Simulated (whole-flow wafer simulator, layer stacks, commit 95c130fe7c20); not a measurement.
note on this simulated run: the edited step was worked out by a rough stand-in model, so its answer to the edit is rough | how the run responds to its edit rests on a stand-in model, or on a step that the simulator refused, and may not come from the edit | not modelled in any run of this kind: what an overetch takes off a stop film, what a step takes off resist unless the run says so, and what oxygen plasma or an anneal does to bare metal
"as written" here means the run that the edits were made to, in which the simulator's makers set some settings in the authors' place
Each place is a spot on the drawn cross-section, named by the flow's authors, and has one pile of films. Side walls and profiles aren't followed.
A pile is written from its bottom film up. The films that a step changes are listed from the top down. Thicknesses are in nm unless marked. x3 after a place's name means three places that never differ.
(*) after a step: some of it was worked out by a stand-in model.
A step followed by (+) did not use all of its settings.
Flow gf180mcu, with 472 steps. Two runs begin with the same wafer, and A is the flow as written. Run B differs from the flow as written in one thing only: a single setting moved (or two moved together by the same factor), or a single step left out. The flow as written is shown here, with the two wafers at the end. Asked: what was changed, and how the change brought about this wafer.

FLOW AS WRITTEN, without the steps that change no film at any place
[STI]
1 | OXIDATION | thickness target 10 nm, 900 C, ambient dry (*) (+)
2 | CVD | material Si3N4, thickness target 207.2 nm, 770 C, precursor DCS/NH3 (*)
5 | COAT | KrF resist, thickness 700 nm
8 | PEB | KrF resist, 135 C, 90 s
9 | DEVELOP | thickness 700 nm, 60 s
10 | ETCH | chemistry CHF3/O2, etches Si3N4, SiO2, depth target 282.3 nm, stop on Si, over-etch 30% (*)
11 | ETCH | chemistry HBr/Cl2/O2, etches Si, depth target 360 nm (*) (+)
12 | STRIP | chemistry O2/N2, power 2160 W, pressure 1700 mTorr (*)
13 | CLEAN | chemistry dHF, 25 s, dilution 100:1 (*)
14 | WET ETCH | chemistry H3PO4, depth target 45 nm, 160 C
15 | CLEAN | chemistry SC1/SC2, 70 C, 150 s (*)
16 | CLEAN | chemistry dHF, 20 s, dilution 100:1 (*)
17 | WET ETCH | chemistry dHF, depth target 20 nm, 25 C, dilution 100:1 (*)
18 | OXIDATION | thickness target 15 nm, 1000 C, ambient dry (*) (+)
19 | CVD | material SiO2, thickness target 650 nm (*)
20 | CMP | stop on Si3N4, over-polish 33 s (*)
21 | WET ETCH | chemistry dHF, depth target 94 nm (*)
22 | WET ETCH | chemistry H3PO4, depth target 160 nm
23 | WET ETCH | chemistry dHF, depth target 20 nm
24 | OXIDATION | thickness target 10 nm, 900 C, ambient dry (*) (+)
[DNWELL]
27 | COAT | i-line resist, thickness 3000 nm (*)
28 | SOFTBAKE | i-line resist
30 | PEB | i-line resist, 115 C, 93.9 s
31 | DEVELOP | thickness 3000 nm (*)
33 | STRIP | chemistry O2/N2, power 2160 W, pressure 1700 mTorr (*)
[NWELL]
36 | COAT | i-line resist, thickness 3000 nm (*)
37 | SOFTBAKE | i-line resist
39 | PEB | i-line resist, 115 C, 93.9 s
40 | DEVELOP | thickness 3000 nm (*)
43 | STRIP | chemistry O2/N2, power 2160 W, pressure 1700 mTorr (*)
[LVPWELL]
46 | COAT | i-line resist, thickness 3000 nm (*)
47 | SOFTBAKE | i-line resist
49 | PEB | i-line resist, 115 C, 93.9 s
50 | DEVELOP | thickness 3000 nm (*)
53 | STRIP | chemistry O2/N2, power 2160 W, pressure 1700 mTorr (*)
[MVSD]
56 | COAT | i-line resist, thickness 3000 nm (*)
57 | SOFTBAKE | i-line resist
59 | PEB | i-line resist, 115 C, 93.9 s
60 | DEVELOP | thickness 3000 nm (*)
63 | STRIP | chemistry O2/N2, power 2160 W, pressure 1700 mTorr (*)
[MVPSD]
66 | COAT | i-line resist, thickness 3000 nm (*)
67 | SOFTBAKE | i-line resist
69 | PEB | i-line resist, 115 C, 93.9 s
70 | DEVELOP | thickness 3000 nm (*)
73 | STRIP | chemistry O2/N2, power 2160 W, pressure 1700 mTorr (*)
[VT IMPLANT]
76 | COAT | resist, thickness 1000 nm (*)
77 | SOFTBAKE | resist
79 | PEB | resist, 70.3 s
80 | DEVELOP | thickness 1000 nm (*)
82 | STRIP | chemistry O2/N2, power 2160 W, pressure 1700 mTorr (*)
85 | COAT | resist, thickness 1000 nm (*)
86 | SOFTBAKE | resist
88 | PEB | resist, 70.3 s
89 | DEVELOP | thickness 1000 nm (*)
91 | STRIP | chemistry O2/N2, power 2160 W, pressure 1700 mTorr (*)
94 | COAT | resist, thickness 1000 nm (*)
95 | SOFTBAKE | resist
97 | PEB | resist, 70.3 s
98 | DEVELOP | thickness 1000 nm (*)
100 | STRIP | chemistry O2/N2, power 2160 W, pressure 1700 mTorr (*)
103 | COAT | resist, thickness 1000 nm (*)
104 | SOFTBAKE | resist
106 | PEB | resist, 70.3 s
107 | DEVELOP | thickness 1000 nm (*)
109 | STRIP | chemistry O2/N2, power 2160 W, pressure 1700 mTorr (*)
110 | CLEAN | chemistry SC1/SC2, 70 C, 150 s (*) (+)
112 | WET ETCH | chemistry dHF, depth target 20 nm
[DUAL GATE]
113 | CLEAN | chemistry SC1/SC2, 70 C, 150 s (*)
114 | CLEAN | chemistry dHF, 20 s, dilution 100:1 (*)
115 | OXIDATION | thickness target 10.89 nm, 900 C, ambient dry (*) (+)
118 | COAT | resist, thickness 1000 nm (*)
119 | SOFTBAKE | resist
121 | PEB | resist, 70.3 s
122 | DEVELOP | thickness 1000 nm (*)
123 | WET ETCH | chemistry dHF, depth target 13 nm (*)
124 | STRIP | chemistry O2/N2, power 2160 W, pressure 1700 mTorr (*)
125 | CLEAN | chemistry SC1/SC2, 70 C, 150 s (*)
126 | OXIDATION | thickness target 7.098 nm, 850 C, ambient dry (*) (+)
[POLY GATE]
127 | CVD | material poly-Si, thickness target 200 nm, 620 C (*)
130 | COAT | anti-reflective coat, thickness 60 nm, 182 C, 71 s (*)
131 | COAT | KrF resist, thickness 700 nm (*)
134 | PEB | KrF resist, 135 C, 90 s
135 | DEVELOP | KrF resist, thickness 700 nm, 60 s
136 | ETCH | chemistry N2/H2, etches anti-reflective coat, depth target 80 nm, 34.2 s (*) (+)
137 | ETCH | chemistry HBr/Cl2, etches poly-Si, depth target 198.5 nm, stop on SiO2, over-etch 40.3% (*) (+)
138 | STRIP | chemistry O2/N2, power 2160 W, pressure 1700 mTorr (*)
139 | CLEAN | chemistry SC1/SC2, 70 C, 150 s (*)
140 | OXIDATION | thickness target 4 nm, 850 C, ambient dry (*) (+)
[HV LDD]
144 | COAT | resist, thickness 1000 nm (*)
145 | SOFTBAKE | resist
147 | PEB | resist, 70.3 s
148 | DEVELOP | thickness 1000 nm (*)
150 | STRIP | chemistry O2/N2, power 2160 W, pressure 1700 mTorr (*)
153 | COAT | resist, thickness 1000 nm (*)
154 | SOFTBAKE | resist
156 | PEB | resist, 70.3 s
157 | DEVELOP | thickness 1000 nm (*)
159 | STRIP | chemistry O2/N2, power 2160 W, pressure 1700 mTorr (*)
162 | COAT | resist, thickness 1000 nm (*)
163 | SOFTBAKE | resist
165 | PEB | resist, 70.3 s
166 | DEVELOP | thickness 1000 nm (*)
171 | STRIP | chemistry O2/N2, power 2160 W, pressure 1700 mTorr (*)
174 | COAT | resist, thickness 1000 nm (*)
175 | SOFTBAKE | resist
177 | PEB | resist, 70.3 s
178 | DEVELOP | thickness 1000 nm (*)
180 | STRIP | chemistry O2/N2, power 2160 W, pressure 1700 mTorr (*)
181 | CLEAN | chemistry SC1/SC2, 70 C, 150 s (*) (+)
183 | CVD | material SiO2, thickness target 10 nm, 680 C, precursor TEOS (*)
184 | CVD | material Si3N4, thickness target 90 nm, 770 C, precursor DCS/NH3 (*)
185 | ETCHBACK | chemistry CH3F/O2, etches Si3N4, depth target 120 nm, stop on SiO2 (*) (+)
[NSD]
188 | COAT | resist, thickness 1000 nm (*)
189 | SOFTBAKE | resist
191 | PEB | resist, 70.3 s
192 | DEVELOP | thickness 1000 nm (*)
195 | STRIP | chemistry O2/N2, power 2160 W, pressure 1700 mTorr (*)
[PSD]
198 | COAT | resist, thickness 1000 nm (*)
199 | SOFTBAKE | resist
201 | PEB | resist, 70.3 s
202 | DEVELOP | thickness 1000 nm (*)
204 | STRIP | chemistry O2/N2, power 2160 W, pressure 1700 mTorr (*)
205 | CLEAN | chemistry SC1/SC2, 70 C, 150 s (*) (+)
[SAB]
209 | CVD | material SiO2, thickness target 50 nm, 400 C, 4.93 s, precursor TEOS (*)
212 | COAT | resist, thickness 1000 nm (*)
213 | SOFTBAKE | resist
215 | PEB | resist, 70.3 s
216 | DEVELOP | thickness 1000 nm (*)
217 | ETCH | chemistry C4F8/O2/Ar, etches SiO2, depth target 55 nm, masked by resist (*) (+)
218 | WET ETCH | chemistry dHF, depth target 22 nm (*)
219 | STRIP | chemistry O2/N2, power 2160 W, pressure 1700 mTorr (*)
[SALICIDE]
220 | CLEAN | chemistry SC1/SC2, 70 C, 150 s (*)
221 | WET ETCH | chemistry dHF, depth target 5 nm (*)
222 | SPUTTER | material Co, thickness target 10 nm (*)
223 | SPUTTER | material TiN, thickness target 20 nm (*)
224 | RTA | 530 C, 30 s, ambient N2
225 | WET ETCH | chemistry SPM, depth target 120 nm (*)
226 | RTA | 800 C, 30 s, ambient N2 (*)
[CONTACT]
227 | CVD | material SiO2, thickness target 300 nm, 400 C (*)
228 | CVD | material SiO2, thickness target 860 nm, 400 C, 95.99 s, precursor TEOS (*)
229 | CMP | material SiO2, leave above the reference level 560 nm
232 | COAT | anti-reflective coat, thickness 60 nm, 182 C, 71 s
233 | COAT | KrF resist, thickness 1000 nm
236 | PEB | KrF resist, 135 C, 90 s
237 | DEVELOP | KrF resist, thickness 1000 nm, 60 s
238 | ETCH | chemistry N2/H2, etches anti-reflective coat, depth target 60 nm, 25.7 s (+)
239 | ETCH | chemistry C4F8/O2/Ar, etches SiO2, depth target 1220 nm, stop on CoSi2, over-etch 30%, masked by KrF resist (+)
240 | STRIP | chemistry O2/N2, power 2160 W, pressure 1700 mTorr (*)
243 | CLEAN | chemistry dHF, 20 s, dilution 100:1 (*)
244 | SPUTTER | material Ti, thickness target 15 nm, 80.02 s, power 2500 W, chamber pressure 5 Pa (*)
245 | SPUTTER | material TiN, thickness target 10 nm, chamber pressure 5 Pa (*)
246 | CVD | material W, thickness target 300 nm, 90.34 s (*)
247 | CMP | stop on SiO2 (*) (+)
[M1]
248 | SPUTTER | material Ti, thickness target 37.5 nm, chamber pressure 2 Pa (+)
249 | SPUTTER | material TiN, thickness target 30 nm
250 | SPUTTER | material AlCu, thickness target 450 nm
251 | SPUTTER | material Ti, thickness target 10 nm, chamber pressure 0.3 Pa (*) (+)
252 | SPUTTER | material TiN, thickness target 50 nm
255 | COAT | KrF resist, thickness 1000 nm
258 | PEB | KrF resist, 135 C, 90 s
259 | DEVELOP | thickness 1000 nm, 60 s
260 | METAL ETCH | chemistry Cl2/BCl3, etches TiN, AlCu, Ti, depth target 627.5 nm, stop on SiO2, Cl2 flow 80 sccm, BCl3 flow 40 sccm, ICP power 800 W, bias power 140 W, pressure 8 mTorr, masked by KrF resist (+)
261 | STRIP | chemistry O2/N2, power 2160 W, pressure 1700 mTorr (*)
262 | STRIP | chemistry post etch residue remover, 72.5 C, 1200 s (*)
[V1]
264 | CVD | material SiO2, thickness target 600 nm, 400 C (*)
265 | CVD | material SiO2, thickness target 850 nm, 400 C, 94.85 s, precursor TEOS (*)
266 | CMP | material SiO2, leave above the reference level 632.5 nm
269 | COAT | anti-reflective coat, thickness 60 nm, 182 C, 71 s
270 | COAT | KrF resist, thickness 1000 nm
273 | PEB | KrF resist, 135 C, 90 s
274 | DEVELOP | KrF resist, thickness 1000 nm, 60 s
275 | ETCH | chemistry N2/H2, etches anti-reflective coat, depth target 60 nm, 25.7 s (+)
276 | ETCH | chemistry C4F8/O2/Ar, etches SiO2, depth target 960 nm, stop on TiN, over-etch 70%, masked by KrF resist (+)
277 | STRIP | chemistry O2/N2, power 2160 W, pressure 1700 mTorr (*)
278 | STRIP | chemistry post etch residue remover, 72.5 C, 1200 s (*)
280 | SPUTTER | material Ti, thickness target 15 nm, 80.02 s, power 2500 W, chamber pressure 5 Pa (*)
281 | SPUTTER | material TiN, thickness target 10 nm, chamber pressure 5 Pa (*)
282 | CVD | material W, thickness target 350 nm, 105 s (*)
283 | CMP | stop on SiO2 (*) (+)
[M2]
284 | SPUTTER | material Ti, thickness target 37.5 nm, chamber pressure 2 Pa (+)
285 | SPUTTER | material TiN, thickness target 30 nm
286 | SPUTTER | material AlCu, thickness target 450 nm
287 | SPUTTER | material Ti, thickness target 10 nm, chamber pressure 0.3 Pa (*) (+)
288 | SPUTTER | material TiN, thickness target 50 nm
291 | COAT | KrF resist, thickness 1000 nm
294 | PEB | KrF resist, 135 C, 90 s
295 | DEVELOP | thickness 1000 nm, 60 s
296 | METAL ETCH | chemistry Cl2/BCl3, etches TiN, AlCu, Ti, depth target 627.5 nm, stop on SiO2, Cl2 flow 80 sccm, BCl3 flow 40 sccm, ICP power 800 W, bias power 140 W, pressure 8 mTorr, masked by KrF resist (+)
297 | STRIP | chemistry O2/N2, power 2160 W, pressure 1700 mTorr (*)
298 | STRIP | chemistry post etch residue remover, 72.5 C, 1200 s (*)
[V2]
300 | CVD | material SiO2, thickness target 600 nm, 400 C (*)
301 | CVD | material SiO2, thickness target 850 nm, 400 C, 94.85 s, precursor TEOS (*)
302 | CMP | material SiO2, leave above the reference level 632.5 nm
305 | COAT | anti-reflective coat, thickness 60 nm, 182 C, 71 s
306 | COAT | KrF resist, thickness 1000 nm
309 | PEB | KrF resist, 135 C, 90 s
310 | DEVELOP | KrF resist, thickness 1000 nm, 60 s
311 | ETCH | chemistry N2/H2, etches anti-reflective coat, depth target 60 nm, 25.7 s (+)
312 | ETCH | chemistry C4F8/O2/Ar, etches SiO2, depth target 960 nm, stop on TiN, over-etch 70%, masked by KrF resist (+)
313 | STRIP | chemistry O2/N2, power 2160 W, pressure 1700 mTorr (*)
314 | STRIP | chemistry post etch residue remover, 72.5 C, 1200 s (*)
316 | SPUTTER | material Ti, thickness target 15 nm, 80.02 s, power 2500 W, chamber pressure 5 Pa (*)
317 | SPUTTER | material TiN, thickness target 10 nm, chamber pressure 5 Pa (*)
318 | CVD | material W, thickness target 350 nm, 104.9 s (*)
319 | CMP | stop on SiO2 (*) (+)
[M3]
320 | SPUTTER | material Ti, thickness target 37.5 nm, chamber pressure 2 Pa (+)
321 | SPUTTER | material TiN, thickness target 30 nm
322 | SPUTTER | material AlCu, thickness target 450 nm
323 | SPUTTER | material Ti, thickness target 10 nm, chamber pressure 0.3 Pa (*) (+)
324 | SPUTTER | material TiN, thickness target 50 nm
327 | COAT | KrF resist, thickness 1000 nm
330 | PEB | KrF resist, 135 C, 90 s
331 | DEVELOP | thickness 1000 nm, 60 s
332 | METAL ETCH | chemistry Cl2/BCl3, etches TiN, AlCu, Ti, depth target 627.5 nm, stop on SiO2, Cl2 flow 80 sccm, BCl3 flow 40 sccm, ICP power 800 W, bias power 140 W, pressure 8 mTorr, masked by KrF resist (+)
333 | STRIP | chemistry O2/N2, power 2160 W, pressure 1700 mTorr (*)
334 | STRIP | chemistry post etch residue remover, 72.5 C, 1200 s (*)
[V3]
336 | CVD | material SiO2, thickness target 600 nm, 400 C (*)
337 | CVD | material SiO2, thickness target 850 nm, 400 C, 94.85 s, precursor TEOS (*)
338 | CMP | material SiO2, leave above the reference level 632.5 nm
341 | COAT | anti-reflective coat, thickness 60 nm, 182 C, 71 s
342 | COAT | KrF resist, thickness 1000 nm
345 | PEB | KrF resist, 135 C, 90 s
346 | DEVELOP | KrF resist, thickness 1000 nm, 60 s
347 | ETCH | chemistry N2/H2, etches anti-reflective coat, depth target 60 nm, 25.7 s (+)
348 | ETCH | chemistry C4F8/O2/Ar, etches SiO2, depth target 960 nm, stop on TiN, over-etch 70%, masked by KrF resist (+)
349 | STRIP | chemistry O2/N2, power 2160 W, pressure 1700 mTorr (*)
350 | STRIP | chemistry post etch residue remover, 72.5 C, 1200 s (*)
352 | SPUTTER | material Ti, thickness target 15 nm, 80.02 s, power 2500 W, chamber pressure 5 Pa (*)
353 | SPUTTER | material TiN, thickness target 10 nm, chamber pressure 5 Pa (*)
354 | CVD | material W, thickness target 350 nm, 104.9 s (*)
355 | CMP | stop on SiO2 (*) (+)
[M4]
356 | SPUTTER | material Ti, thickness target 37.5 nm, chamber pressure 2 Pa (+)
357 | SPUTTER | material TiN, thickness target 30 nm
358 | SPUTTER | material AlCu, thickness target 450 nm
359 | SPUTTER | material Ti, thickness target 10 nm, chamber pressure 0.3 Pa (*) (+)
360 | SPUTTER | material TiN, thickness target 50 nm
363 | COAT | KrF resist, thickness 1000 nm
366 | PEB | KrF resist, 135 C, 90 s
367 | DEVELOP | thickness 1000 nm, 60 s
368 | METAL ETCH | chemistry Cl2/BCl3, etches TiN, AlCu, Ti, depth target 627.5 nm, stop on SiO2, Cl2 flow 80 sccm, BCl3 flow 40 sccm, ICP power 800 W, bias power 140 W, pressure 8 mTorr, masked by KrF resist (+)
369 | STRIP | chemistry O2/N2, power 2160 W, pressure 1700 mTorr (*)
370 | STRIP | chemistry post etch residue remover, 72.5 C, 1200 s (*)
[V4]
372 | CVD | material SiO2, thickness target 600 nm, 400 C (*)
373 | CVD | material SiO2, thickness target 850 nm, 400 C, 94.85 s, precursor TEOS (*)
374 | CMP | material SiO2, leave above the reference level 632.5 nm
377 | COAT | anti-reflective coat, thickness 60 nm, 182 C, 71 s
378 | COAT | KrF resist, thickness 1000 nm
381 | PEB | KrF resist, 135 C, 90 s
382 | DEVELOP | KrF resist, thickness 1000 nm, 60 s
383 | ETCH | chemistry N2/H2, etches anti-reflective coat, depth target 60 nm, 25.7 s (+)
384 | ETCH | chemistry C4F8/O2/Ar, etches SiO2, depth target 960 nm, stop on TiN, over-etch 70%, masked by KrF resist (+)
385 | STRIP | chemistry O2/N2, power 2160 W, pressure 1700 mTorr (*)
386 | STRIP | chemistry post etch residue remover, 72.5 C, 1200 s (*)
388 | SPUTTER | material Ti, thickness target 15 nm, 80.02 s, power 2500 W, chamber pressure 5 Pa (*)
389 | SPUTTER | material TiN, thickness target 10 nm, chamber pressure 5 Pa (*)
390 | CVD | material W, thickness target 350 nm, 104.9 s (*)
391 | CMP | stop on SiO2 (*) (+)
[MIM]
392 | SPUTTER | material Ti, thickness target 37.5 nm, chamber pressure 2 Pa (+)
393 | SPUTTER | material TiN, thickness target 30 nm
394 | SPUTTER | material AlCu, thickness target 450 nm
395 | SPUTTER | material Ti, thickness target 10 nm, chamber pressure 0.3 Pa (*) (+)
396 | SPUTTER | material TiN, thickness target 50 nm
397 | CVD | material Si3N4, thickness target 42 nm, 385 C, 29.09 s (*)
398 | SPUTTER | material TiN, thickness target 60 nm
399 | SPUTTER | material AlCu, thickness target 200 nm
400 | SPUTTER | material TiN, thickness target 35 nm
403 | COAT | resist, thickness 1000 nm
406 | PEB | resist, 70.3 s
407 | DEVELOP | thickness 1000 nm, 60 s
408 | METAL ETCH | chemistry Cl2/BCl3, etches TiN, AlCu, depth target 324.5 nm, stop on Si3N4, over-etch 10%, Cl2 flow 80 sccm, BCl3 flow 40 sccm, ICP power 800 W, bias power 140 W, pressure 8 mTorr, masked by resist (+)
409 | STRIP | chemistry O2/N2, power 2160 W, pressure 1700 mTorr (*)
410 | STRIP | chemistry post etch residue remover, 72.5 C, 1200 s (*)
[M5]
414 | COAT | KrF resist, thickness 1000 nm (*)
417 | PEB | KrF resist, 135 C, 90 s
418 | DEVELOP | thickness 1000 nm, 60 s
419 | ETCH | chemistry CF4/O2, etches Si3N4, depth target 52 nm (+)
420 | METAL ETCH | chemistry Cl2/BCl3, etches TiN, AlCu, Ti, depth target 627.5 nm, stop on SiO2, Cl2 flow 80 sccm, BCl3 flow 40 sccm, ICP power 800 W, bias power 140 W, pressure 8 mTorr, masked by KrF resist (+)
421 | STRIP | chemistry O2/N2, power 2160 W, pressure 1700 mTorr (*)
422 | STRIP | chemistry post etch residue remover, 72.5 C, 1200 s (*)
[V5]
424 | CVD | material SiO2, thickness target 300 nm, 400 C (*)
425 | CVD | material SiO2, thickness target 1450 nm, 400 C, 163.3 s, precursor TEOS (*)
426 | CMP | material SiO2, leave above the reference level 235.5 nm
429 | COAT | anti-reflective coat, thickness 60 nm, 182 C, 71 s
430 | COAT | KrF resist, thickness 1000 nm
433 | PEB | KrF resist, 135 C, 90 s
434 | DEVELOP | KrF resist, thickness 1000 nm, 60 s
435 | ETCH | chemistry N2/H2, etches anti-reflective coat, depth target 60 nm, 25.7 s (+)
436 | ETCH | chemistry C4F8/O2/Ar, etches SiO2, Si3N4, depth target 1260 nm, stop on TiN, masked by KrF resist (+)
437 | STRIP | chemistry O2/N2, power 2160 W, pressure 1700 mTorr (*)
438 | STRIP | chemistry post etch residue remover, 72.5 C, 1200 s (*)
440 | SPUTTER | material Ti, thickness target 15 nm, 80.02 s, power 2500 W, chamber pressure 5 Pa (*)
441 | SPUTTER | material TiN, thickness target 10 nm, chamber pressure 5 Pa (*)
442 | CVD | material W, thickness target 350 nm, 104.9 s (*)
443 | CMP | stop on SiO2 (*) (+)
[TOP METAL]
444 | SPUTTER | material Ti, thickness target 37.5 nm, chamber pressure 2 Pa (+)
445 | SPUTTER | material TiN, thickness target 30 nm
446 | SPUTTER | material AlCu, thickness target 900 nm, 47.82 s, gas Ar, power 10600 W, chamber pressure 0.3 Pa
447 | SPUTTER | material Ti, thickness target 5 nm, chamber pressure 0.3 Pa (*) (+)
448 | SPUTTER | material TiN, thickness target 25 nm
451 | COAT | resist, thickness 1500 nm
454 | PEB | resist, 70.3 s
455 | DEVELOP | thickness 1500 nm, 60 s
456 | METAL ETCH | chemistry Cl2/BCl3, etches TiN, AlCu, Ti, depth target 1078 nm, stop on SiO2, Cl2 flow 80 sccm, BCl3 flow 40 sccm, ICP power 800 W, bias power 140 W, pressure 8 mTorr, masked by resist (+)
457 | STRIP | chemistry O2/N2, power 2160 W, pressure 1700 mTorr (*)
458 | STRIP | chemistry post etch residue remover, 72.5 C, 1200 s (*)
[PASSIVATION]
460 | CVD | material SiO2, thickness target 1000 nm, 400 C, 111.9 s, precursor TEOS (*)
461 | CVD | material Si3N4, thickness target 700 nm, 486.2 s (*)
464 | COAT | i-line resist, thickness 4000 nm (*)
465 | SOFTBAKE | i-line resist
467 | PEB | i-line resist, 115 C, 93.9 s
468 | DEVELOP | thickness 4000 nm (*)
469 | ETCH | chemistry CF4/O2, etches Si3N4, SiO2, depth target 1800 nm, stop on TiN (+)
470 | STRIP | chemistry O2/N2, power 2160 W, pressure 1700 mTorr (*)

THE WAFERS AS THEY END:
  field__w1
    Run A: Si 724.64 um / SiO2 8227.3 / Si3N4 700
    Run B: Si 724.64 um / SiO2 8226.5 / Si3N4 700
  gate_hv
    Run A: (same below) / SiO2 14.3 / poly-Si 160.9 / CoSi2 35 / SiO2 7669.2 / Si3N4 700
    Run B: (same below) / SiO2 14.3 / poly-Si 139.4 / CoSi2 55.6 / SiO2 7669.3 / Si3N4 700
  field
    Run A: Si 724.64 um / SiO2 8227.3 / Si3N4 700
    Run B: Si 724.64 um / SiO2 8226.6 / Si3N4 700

Cause: step 222, SPUTTER: thickness target 15.9 nm was run, whereas the flow has thickness target 10 nm.

Step by step, how the change led to this:
  222 | SPUTTER | material Co, thickness target 10 nm (*)
      field, field__w7, field__w8 and 72 more: A Co gains 10 (new film) | B Co gains 15.9 (new film)
      field__w6, field_sub, field_sub__w2: A Co gains 9.95 (new film) | B Co gains 15.8 (new film)
      (also at 33 further places)
  223 | SPUTTER | material TiN, thickness target 20 nm (*)
      field__w12: A TiN gains 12 (new film) | B TiN gains 12.6 (new film)
  224 | RTA | 530 C, 30 s, ambient N2
      gate, gate_hv, gate_p and 22 more: A under 1 film: CoSi gains 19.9 (new film), Co loses 10 (all of it), poly-Si loses 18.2 | B under 1 film: CoSi gains 31.6 (new film), Co loses 15.9 (all of it), poly-Si loses 28.9
      active, p_well, sd_n and 11 more: A under 1 film: CoSi gains 19.9 (new film), Co loses 10 (all of it), Si loses 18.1 | B under 1 film: CoSi gains 31.6 (new film), Co loses 15.9 (all of it), Si loses 28.8
      (also at 10 further places)
  225 | WET ETCH | chemistry SPM, depth target 120 nm (*)
      field, field__w7, field__w8 and 32 more: A TiN loses 20 (all of it), Co loses 10 (all of it) | B TiN loses 20 (all of it), Co loses 15.9 (all of it)
      field_sub, field_sub__w2: A TiN loses 19.9 (all of it), Co loses 9.95 (all of it) | B TiN loses 20 (all of it), Co loses 15.8 (all of it)
      (also at 25 further places)
  226 | RTA | 800 C, 30 s, ambient N2 (*)
      gate, gate_hv, gate_p and 22 more: A CoSi2 gains 35 (new film), CoSi loses 19.9 (all of it), poly-Si loses 18.2 | B CoSi2 gains 55.6 (new film), CoSi loses 31.6 (all of it), poly-Si loses 28.9
      active, p_well, sd_n and 11 more: A CoSi2 gains 35 (new film), CoSi loses 19.9 (all of it), Si loses 18.1 | B CoSi2 gains 55.6 (new film), CoSi loses 31.6 (all of it), Si loses 28.8
      (also at 10 further places)
